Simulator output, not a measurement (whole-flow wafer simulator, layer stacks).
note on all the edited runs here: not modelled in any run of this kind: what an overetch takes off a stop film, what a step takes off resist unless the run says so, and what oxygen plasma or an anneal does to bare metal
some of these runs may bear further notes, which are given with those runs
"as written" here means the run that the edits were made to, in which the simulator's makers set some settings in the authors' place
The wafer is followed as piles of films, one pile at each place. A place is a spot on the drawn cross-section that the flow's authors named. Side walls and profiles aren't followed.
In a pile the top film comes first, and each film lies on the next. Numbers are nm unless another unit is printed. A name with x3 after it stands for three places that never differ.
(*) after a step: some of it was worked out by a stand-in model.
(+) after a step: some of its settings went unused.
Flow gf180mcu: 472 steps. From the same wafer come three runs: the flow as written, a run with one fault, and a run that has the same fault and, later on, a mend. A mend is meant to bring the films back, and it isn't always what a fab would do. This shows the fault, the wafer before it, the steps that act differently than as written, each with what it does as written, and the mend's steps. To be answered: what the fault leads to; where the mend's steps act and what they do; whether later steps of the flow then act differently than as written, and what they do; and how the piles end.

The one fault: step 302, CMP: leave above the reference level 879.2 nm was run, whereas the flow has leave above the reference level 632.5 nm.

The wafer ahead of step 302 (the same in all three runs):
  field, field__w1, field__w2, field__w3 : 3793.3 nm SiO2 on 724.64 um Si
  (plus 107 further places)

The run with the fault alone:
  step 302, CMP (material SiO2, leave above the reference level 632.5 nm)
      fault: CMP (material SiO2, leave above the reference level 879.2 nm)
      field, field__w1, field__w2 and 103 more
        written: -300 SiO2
        fault: -53.3 SiO2
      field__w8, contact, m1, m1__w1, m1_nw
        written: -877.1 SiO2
        fault: -630.4 SiO2
  Later steps of the flow acting differently than as written:
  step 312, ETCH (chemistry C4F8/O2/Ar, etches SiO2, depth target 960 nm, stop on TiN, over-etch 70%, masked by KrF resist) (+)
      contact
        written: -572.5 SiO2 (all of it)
        fault: -819.2 SiO2 (all of it)
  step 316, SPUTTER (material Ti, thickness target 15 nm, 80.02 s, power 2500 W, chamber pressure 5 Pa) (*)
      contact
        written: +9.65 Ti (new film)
        fault: +8.37 Ti (new film)
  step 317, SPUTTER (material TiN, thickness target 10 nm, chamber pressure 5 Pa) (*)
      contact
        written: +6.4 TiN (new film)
        fault: +5.54 TiN (new film)
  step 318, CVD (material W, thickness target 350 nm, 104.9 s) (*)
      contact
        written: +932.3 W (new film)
        fault: +1181.1 W (new film)
  By the end, the piles at field, field__w1, field__w2 and 109 more depart from the flow's by more than 2% or 0.5 nm, whichever is larger.
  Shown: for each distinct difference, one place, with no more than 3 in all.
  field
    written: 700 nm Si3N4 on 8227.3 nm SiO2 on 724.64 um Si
    fault: 700 nm Si3N4 on 8474 nm SiO2 on 724.64 um Si
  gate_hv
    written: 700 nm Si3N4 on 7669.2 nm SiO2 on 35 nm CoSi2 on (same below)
    fault: 700 nm Si3N4 on 7915.9 nm SiO2 on 35 nm CoSi2 on (same below)
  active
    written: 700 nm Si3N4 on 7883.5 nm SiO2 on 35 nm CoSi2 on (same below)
    fault: 700 nm Si3N4 on 8130.2 nm SiO2 on 35 nm CoSi2 on (same below)

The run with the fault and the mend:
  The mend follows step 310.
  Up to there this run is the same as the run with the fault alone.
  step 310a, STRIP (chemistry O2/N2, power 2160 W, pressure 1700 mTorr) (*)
      field, field__w1, field__w2 and 107 more
        -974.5 KrF resist (all of it), -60 anti-reflective coat (all of it)
      contact
        -60 anti-reflective coat (all of it)
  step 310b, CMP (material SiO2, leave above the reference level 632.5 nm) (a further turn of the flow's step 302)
      field, field__w1, field__w2 and 108 more
        -246.7 SiO2
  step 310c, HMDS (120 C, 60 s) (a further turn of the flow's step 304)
      leaves every film unchanged at each place that is followed
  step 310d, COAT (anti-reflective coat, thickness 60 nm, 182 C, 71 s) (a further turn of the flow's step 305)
      field, field__w1, field__w2 and 108 more
        +60 anti-reflective coat (new film)
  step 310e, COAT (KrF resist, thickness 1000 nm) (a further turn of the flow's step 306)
      field, field__w1, field__w2 and 108 more
        +1000 KrF resist (new film)
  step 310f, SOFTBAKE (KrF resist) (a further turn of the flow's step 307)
      leaves every film unchanged at each place that is followed
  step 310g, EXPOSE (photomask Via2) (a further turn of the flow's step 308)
      leaves every film unchanged at each place that is followed
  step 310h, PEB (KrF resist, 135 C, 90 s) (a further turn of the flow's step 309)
      field, field__w1, field__w2 and 108 more
        -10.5 KrF resist
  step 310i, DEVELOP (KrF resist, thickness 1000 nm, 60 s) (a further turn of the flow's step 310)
      field, field__w1, field__w2 and 107 more
        -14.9 KrF resist
      contact
        -989.5 KrF resist (all of it)
  Later steps of the flow that are run all act as written at every place that is followed.
  At every place that both follow, the piles at the end match the flow's.
